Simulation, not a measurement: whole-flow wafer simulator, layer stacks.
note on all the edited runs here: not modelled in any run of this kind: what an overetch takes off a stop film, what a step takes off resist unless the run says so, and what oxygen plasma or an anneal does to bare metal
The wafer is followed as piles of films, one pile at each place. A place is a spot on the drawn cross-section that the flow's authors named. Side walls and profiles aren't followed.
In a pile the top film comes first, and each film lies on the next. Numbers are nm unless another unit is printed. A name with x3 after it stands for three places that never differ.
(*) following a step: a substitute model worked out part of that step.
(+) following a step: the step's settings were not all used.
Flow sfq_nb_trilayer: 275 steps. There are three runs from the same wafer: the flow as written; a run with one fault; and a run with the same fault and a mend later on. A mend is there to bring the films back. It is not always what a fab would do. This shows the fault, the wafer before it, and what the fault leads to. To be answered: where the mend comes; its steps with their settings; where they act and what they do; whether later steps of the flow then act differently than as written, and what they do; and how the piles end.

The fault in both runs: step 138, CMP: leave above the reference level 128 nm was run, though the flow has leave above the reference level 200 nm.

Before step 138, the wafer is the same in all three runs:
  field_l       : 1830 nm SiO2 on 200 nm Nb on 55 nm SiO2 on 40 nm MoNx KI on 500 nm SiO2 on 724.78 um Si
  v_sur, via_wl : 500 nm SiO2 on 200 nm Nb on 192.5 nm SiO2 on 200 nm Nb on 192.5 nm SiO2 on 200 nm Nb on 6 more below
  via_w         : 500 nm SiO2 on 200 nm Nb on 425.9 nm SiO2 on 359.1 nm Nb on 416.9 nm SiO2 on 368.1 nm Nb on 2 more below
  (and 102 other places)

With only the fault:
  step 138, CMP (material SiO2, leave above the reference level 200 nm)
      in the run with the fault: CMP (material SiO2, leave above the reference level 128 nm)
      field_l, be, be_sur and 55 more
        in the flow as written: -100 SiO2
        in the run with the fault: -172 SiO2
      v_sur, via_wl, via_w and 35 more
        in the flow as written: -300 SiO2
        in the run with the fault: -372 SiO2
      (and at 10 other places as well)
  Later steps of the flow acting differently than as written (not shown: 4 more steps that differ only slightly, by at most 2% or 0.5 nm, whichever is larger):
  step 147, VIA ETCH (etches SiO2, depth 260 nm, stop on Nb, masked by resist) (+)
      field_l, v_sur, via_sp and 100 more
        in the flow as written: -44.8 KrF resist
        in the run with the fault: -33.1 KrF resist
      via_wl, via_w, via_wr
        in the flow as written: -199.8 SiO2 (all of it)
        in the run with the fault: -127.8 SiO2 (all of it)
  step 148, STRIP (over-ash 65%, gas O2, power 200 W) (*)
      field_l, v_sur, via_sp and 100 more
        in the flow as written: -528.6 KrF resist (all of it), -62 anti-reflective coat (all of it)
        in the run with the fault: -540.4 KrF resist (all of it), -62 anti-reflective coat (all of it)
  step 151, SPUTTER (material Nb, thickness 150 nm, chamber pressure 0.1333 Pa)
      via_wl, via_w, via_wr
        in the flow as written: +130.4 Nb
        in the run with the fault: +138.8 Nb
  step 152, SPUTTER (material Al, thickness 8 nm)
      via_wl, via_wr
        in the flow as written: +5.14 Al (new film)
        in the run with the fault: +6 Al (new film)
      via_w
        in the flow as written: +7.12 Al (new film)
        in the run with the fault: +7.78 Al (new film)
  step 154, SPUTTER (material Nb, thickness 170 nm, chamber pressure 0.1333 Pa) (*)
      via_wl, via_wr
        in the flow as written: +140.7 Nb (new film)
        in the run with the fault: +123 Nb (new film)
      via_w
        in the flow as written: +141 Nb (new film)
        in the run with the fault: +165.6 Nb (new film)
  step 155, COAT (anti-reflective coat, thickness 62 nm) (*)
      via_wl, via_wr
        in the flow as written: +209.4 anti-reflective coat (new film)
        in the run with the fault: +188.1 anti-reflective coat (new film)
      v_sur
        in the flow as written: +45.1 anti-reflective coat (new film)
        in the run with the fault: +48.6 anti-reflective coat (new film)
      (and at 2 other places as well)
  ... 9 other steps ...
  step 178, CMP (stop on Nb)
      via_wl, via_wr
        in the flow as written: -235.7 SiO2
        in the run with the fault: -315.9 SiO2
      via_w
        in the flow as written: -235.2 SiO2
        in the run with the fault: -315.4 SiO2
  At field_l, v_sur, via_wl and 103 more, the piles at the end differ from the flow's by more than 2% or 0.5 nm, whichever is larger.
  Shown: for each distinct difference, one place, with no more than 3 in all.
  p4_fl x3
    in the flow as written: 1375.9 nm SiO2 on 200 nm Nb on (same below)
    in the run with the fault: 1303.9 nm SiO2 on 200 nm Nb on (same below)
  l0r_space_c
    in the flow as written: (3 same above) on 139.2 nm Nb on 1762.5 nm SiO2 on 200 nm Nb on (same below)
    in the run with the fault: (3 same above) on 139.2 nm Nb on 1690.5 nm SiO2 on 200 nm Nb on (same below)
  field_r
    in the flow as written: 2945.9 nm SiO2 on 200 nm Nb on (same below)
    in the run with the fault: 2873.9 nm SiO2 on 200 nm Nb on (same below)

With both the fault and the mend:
  After step 145 comes the mend.
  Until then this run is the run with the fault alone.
  step 145a, STRIP (over-ash 65%, gas O2, power 200 W) (*)
      field_l, v_sur, via_sp and 100 more
        -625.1 KrF resist (all of it), -62 anti-reflective coat (all of it)
      via_wl, via_w, via_wr
        -62 anti-reflective coat (all of it)
  step 145b, PECVD (material SiO2, thickness 72 nm, 150 C, 16 s, RF power 183.3 W, pressure 2.4 Torr, precursor SiH4/N2O) (the flow's step 137, run once more with other settings)
      field_l, v_sur, via_wl and 103 more
        +72 SiO2
  step 145c, COAT (anti-reflective coat, thickness 62 nm) (the flow's step 140, run once more)
      field_l, v_sur, via_wl and 103 more
        +62 anti-reflective coat (new film)
  step 145d, COAT (KrF resist, thickness 650 nm) (the flow's step 141, run once more)
      field_l, v_sur, via_wl and 103 more
        +650 KrF resist (new film)
  step 145e, SOFTBAKE (KrF resist) (the flow's step 142, run once more)
      does not change any film at any place that is followed
  step 145f, EXPOSE (photomask I4, dose 11.93 mJ/cm2, NA 0.6, wavelength 248 nm) (*) (the flow's step 143, run once more)
      does not change any film at any place that is followed
  step 145g, PEB (KrF resist, 90 s) (the flow's step 144, run once more)
      field_l, v_sur, via_wl and 103 more
        -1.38 KrF resist
  step 145h, DEVELOP (KrF resist, thickness 650 nm, 60 s) (the flow's step 145, run once more)
      field_l, v_sur, via_sp and 100 more
        -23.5 KrF resist
      via_wl, via_w, via_wr
        -648.6 KrF resist (all of it)
  None of the later steps of the flow acts differently than as written at any place that is followed.
  At every place that both follow, the piles at the end match the flow's.
